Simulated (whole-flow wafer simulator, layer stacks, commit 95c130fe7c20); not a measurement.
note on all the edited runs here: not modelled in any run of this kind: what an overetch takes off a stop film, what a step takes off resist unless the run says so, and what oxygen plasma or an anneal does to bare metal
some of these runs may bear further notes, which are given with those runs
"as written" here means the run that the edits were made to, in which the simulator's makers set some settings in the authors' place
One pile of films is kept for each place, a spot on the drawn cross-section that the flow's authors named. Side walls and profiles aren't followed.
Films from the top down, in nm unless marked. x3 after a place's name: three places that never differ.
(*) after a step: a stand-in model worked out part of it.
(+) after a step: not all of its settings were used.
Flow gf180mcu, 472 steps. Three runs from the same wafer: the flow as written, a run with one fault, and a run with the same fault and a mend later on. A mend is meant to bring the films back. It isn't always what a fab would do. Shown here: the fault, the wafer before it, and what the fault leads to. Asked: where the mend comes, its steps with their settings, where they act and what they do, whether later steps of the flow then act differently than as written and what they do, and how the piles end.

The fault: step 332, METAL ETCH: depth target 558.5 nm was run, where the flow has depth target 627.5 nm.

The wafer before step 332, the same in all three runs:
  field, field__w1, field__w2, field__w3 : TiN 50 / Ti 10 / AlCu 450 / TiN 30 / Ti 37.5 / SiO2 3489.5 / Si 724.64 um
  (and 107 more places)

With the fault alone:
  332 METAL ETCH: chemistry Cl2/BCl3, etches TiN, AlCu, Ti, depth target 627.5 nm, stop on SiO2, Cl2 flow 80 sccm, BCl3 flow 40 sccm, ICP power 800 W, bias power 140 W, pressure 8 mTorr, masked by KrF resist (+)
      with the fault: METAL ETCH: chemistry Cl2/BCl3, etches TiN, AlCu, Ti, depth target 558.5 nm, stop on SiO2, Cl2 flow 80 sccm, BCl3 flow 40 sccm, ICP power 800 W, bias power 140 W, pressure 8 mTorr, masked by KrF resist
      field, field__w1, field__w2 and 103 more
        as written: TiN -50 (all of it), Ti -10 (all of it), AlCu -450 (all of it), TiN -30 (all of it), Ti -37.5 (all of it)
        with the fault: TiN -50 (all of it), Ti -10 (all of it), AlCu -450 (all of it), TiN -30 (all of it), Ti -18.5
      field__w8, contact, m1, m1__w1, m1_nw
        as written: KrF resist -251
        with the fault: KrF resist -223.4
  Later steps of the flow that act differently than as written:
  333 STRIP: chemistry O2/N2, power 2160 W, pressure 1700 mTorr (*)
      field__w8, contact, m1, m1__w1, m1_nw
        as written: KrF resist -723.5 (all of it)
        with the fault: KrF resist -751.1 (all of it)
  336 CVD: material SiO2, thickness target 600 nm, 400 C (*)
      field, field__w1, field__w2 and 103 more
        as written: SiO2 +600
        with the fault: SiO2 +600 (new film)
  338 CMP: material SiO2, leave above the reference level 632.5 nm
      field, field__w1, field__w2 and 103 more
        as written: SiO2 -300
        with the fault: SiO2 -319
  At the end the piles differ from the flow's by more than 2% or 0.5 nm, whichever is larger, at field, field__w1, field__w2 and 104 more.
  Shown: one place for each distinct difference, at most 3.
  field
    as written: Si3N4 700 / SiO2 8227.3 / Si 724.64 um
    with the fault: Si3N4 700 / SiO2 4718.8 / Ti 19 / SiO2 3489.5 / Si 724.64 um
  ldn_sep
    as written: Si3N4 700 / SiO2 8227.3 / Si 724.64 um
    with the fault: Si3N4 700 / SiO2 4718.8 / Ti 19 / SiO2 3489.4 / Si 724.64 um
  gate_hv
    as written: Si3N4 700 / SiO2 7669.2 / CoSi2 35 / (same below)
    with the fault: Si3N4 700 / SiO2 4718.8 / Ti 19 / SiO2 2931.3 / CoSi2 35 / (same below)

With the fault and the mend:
  The mend comes after step 334.
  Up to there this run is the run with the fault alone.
  334a DEHYDRATE: 200 C, 60 s (the flow's step 325 once more)
      changes no film at any place that is followed
  334b HMDS: 120 C, 60 s (the flow's step 326 once more)
      changes no film at any place that is followed
  334c COAT: KrF resist, thickness 1000 nm (*) (the flow's step 327 once more)
      iso_ptap_pw, iso_ntap_nw, iso_nw_fld and 33 more
        KrF resist +1000 (new film)
      field__w2, field__w3, field__w7 and 14 more
        KrF resist +1003.6 (new film)
      ld_acc_p, ld_fp_p, ld_drift_p, ld_drn_p, ld_body_p_dnw, nw_enc_fld, nw_enc_fld__w1
        KrF resist +1003.2 (new film)
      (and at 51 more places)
  334d SOFTBAKE: KrF resist (the flow's step 328 once more)
      changes no film at any place that is followed
  334e EXPOSE: photomask Metal3 (the flow's step 329 once more)
      changes no film at any place that is followed
  334f PEB: KrF resist, 135 C, 90 s (the flow's step 330 once more)
      field__w1, field__w2, field__w3 and 55 more
        KrF resist -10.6
      iso_ptap_pw, iso_ntap_nw, iso_nw_fld and 33 more
        KrF resist -10.5
      gate_hv, sd_p, nw_enc_fld_lv__w3, polyc_n, polyc_n_rim
        KrF resist -10.7
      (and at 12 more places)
  334g DEVELOP: thickness 1000 nm, 60 s (the flow's step 331 once more)
      iso_ptap_pw, iso_ntap_nw, iso_nw_fld and 33 more
        KrF resist -989.5 (all of it)
      field__w2, field__w3, field__w7 and 16 more
        KrF resist -993 (all of it)
      field_sub, field_sub__w1, field_sub__w2, field_sub__w3, field_sub__w4, field_sub__w5, ld_sd_p
        KrF resist -992.5 (all of it)
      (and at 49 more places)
  334h METAL ETCH: chemistry Cl2/BCl3, etches TiN, AlCu, Ti, depth target 69 nm, stop on SiO2, Cl2 flow 80 sccm, BCl3 flow 40 sccm, ICP power 800 W, bias power 140 W, pressure 8 mTorr, masked by KrF resist (+) (the flow's step 332 once more, with other settings)
      field, field__w1, field__w2 and 103 more
        Ti -19 (all of it)
      field__w8, contact, m1, m1__w1, m1_nw
        KrF resist -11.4
  334i STRIP: chemistry O2/N2, power 2160 W, pressure 1700 mTorr (*) (the flow's step 333 once more)
      field__w8
        KrF resist -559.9 (all of it)
      contact
        KrF resist -557.8 (all of it)
      m1
        KrF resist -561.4 (all of it)
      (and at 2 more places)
  334j STRIP: chemistry post etch residue remover, 72.5 C, 1200 s (*) (the flow's step 334 once more)
      field__w8, contact, m1, m1__w1, m1_nw
        TiN -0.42
  No later step of the flow acts differently than as written, at any place that is followed, by more than 2% or 0.5 nm, whichever is larger.
  At the end the piles differ from the flow's only slightly at the places that both follow, by at most 2% or 0.5 nm, whichever is larger.
